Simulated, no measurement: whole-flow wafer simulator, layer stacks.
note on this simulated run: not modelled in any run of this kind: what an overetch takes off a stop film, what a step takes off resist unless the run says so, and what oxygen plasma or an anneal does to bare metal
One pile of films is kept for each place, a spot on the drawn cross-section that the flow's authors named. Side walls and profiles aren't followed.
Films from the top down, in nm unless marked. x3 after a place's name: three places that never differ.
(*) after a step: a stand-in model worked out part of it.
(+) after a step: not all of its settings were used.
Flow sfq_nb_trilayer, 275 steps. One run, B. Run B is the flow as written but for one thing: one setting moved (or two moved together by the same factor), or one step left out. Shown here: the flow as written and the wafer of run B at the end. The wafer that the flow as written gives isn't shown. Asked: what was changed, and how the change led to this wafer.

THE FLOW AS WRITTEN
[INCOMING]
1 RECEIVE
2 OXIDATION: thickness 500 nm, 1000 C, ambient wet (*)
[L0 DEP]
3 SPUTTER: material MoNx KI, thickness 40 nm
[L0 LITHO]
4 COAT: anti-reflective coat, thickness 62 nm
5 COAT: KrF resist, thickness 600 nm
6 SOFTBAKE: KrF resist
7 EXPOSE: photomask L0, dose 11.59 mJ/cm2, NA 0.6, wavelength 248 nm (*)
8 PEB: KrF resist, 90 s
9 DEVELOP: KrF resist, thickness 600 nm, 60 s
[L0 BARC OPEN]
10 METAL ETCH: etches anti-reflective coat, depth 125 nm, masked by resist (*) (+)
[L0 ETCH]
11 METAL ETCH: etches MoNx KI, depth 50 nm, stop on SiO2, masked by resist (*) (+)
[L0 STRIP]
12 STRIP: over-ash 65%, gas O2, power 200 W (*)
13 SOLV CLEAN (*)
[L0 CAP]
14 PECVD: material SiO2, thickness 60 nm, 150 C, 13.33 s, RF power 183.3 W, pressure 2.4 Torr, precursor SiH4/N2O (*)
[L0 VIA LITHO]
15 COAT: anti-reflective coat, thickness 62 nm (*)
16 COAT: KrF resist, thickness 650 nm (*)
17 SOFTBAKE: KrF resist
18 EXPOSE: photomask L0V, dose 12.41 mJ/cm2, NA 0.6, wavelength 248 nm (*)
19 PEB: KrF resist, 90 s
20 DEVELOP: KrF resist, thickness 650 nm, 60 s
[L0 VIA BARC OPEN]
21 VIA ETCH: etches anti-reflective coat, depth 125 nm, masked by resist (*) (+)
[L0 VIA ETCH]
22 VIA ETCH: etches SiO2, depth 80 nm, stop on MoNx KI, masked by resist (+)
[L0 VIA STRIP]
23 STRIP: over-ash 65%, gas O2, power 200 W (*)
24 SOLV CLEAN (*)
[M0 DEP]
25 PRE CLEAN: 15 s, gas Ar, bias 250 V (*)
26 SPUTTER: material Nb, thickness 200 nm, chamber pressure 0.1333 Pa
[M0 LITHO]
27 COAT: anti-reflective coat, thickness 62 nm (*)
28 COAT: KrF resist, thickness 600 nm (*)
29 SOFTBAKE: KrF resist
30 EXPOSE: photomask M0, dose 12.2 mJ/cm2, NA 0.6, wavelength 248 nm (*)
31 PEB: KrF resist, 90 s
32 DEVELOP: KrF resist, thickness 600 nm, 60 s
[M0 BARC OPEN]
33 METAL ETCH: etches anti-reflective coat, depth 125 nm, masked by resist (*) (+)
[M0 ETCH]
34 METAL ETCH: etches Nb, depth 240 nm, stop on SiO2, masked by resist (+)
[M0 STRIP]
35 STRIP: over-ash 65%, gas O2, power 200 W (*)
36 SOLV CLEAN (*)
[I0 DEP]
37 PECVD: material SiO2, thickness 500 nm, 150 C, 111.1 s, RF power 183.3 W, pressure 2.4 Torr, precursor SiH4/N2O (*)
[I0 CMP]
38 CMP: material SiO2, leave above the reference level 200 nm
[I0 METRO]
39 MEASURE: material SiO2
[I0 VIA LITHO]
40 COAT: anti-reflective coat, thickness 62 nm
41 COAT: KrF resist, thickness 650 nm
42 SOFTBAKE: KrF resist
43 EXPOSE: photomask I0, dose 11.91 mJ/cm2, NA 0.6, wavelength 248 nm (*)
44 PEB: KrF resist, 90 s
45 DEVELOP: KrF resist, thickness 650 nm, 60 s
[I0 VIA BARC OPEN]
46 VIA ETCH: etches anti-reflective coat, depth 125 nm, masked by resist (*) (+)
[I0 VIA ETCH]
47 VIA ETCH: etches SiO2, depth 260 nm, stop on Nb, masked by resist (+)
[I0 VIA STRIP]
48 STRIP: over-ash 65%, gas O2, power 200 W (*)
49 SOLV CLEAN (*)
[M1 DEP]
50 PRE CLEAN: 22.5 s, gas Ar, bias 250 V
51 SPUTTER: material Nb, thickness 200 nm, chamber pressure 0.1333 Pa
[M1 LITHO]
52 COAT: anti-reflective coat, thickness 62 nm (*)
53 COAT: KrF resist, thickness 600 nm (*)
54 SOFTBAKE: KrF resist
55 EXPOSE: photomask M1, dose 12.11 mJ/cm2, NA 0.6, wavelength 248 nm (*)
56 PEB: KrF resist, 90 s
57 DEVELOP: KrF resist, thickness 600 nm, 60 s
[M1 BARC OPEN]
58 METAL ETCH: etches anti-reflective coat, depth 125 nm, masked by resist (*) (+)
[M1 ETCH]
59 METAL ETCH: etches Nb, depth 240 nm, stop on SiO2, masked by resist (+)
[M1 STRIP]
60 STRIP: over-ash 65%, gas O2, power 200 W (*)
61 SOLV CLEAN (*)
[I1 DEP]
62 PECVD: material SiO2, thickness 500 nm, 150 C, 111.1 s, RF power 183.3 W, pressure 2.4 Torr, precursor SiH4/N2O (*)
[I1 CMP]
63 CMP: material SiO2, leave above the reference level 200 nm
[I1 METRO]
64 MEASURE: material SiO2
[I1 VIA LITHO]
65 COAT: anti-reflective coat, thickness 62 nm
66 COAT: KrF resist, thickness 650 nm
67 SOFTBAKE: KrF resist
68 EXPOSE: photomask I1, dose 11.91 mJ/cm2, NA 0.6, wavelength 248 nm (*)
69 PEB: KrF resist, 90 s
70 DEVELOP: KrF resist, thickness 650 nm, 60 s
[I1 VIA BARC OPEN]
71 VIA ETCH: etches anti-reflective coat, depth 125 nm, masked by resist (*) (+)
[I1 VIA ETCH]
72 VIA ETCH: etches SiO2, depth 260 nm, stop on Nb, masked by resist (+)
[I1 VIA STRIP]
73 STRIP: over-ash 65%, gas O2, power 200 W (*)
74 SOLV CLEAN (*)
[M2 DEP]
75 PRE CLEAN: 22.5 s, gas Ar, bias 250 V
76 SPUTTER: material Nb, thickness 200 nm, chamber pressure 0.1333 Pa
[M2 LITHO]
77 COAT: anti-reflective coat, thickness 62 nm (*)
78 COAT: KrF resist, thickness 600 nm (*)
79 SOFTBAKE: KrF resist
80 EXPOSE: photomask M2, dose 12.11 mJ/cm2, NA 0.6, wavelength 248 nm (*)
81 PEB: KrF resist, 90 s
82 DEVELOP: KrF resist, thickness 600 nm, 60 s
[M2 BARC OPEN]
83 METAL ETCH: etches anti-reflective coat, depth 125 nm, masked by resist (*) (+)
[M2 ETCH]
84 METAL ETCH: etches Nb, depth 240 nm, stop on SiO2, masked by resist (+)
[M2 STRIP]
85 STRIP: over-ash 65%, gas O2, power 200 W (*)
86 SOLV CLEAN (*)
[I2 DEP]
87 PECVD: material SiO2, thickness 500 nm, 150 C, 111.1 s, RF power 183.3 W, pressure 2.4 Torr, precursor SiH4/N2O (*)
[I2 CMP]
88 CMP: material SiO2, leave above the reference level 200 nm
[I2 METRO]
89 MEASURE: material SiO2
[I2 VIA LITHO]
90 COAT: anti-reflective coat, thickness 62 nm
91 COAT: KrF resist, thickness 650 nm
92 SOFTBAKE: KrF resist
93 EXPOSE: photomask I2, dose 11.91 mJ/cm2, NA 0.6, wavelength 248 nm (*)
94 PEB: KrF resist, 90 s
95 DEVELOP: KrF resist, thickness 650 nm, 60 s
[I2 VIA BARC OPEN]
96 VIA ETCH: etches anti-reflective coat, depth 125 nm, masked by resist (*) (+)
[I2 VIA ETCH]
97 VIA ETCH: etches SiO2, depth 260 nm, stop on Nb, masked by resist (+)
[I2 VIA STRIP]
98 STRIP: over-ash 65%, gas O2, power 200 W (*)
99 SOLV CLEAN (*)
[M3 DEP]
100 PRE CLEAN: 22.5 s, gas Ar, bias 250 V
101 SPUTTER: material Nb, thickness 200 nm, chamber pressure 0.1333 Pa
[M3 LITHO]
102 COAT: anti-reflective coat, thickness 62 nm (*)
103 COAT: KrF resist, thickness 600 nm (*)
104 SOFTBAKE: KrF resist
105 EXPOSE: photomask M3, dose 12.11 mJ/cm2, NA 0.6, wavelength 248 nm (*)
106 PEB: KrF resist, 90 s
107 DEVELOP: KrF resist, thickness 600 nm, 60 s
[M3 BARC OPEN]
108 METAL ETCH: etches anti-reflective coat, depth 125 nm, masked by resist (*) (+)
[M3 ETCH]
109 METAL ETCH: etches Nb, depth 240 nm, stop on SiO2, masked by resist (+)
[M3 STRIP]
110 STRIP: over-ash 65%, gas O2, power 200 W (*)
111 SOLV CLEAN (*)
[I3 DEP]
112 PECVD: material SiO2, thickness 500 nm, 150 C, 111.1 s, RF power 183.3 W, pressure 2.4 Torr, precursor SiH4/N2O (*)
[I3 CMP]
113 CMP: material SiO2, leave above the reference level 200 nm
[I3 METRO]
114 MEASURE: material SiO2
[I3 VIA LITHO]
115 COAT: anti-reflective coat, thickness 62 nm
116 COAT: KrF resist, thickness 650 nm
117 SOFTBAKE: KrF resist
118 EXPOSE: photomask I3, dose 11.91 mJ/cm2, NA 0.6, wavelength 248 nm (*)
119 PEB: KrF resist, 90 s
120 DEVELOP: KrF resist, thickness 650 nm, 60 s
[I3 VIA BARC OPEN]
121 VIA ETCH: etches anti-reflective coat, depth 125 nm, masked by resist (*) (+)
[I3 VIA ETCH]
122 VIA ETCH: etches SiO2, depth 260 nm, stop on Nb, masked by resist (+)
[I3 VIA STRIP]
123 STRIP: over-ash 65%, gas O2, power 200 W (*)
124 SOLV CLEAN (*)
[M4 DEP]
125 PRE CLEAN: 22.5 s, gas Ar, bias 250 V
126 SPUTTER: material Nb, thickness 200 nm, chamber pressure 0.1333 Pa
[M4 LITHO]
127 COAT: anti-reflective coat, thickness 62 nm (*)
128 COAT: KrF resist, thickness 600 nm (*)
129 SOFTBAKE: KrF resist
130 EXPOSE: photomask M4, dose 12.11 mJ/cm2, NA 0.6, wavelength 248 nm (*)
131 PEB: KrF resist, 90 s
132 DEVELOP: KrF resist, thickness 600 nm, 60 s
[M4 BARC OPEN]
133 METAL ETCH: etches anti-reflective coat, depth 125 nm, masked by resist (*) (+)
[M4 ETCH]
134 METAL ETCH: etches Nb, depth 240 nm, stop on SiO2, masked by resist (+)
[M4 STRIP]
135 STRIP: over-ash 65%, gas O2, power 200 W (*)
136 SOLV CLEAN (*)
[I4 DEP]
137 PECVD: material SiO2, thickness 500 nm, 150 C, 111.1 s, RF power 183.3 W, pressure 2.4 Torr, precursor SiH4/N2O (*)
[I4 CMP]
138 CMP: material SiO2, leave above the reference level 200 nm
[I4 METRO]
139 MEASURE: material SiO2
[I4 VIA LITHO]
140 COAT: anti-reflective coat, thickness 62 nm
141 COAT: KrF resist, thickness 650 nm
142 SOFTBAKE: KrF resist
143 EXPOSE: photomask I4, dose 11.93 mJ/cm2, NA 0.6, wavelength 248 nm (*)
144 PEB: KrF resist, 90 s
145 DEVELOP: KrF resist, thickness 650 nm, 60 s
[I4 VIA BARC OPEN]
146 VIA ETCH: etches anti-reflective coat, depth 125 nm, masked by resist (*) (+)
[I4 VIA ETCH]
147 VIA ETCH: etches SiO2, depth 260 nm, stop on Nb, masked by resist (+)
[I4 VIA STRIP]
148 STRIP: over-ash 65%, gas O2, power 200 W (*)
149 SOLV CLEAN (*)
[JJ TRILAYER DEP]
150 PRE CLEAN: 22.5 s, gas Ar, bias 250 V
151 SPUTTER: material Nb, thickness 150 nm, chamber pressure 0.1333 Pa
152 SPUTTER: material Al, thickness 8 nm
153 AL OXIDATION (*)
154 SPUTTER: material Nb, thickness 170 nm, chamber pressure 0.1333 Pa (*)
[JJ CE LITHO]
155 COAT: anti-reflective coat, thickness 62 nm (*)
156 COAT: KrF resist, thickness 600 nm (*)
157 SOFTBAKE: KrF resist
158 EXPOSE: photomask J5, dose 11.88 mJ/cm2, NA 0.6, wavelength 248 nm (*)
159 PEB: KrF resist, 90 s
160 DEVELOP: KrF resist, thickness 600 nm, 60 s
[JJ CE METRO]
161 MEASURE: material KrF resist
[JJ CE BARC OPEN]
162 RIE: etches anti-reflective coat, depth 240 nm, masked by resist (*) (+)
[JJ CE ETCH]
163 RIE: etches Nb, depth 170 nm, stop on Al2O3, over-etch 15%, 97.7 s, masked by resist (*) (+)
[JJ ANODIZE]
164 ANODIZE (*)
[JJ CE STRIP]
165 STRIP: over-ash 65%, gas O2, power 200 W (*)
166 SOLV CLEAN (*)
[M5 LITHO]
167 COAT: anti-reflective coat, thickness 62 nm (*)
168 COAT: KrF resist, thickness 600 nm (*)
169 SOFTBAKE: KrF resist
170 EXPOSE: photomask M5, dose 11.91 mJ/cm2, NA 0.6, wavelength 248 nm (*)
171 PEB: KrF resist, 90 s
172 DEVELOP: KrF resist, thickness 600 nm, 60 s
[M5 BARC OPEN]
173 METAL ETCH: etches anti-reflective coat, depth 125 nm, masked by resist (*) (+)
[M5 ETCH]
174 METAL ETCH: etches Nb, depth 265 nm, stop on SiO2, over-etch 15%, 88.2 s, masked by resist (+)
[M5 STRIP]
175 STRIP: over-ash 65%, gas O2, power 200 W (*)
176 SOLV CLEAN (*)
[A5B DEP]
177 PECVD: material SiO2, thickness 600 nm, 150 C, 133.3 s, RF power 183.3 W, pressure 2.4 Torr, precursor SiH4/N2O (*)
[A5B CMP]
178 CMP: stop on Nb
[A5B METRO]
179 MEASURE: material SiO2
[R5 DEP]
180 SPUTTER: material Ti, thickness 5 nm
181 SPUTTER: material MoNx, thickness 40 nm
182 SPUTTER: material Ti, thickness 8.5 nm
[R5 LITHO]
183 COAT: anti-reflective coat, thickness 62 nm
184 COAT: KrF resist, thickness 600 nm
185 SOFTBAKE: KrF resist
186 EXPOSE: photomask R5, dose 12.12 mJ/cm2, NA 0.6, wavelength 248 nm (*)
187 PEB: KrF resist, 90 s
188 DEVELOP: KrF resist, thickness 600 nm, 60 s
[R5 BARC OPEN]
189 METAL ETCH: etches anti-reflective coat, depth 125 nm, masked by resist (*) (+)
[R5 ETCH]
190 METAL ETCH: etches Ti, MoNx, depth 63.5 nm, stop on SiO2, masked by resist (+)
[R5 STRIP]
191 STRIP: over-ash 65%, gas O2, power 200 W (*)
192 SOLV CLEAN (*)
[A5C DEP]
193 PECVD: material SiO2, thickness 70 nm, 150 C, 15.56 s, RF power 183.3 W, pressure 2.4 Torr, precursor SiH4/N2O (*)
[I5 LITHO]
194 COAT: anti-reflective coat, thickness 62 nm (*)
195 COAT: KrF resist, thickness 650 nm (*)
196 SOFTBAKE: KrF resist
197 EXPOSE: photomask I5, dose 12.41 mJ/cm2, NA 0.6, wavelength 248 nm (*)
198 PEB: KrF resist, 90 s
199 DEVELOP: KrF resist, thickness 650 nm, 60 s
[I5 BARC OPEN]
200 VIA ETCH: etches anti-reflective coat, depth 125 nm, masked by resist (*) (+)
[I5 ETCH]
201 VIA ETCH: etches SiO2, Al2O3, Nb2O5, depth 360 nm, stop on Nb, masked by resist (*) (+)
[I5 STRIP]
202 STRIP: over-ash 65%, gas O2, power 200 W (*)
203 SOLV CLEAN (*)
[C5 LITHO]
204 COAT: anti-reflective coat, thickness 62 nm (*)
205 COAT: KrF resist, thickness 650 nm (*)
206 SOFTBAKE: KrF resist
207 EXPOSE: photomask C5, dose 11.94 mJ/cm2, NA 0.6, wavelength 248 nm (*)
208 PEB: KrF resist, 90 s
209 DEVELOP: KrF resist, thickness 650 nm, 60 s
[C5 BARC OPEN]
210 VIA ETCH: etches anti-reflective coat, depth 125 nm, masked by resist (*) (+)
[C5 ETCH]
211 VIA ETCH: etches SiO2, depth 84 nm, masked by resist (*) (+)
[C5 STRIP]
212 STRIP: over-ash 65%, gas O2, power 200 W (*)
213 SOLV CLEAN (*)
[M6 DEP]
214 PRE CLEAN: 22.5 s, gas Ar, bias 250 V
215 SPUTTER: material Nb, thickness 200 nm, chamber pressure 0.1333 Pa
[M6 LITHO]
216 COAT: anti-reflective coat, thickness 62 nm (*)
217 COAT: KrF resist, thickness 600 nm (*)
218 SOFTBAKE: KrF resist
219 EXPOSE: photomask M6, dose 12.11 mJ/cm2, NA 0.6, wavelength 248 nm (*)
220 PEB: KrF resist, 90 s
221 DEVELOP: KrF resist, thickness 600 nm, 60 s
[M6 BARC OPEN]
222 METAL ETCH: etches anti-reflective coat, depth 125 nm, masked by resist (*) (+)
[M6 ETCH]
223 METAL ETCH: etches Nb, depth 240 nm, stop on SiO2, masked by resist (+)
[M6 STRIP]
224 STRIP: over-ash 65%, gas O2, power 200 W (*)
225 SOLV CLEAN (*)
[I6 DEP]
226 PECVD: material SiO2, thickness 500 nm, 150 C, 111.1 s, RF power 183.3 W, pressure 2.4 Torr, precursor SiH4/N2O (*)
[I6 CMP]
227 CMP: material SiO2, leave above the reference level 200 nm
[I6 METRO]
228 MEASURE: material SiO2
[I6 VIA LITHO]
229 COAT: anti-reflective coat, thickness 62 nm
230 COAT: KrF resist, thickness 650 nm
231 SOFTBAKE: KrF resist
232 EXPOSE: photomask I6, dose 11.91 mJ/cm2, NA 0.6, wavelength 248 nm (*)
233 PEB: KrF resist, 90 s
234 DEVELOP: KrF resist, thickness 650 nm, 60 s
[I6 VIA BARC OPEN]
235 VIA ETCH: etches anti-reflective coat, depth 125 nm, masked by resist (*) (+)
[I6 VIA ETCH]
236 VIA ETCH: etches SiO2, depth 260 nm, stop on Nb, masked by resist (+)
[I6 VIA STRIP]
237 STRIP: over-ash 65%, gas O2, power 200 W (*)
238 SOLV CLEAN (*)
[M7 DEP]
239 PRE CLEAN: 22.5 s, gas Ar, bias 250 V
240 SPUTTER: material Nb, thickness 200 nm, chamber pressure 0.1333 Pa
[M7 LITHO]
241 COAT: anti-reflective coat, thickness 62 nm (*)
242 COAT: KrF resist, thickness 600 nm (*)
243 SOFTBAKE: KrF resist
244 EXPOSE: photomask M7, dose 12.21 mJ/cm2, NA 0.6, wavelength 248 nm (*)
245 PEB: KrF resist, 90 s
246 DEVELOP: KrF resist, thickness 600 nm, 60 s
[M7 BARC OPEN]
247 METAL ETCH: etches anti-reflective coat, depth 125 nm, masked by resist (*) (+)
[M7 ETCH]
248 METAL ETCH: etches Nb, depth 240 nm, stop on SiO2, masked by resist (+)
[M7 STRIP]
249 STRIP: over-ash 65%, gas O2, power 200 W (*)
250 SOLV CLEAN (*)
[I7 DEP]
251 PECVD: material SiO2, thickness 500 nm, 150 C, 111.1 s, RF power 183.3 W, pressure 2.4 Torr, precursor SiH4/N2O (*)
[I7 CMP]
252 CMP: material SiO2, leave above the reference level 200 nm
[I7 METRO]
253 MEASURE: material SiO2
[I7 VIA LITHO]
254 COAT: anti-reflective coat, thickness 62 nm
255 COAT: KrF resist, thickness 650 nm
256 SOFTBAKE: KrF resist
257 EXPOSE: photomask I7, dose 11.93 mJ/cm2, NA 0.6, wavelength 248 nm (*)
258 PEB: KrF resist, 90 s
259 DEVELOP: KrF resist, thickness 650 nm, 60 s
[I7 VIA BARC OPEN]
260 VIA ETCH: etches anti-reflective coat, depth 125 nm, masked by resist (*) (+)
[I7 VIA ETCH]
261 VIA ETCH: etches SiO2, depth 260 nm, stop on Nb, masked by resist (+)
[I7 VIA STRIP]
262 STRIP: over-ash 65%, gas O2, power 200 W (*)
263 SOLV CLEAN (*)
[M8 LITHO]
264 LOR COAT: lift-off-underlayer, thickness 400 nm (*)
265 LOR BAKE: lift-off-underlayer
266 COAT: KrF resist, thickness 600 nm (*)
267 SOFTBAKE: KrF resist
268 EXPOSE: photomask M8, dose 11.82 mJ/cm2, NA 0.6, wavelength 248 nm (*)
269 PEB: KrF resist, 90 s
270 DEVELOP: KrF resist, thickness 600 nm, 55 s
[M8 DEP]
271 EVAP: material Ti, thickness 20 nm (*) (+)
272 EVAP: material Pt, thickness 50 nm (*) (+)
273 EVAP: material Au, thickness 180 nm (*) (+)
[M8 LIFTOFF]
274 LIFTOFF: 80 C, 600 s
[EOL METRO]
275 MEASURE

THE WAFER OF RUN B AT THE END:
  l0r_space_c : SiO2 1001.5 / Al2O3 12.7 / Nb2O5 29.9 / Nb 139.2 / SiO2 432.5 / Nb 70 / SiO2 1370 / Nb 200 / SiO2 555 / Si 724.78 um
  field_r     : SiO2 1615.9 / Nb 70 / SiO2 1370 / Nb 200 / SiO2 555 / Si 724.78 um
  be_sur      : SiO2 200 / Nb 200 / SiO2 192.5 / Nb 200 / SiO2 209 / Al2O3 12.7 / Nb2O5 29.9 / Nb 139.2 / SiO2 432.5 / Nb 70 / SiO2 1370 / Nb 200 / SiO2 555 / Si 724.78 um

The cause: step 126, SPUTTER: thickness 310 nm was run, where the flow has thickness 200 nm.

How the change led to this, step by step:
  126 SPUTTER: material Nb, thickness 200 nm, chamber pressure 0.1333 Pa
      field_l, v_sur, via_wl and 102 more: Nb +310 (new film) (as written it would be: Nb +200 (new film))
      via_v: Nb +258.3 (as written it would be: Nb +165.5)
  127 COAT: anti-reflective coat, thickness 62 nm (*)
      via_v: anti-reflective coat +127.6 (new film) (as written it would be: anti-reflective coat +124.8 (new film))
  134 METAL ETCH: etches Nb, depth 240 nm, stop on SiO2, masked by resist (+)
      field_l, be, be_sur and 64 more: Nb -240 (as written it would be: Nb -200 (all of it))
  135 STRIP: over-ash 65%, gas O2, power 200 W (*)
      via_v: KrF resist -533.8 (all of it), anti-reflective coat -127.6 (all of it) (as written it would be: KrF resist -521.8 (all of it), anti-reflective coat -124.8 (all of it))
  137 PECVD: material SiO2, thickness 500 nm, 150 C, 111.1 s, RF power 183.3 W, pressure 2.4 Torr, precursor SiH4/N2O (*)
      field_l, be, be_sur and 55 more: SiO2 +500 (new film) (as written it would be: SiO2 +500)
      p3_s0, p3_s1, p3_s2, p3_s3, p3_s4, p3_s5: SiO2 +597.1 (new film) (as written it would be: SiO2 +557.1)
      (and at 3 more places)
  138 CMP: material SiO2, leave above the reference level 200 nm
      field_l, be, be_sur and 55 more: SiO2 -60 (as written it would be: SiO2 -100)
      lsp_r, l0_sur, l0v: SiO2 -50.3 (as written it would be: SiO2 -91.9)
      (and at 1 more place)
Counting metal films that touch as one body, l0r_space_c has 3 bodies (between them, from the top down: SiO2 432.5; SiO2 1370); the flow as written gives 2 bodies (between them, from the top down: SiO2 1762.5).
Counting metal films that touch as one body, field_r has 2 bodies (between them, from the top down: SiO2 1370); the flow as written gives 1 body.
Counting metal films that touch as one body, be_sur has 5 bodies (between them, from the top down: SiO2 192.5; SiO2 209 / Al2O3 12.7 / Nb2O5 29.9; SiO2 432.5; SiO2 1370); the flow as written gives 4 bodies (between them, from the top down: SiO2 192.5; SiO2 209 / Al2O3 12.7 / Nb2O5 29.9; SiO2 1762.5).
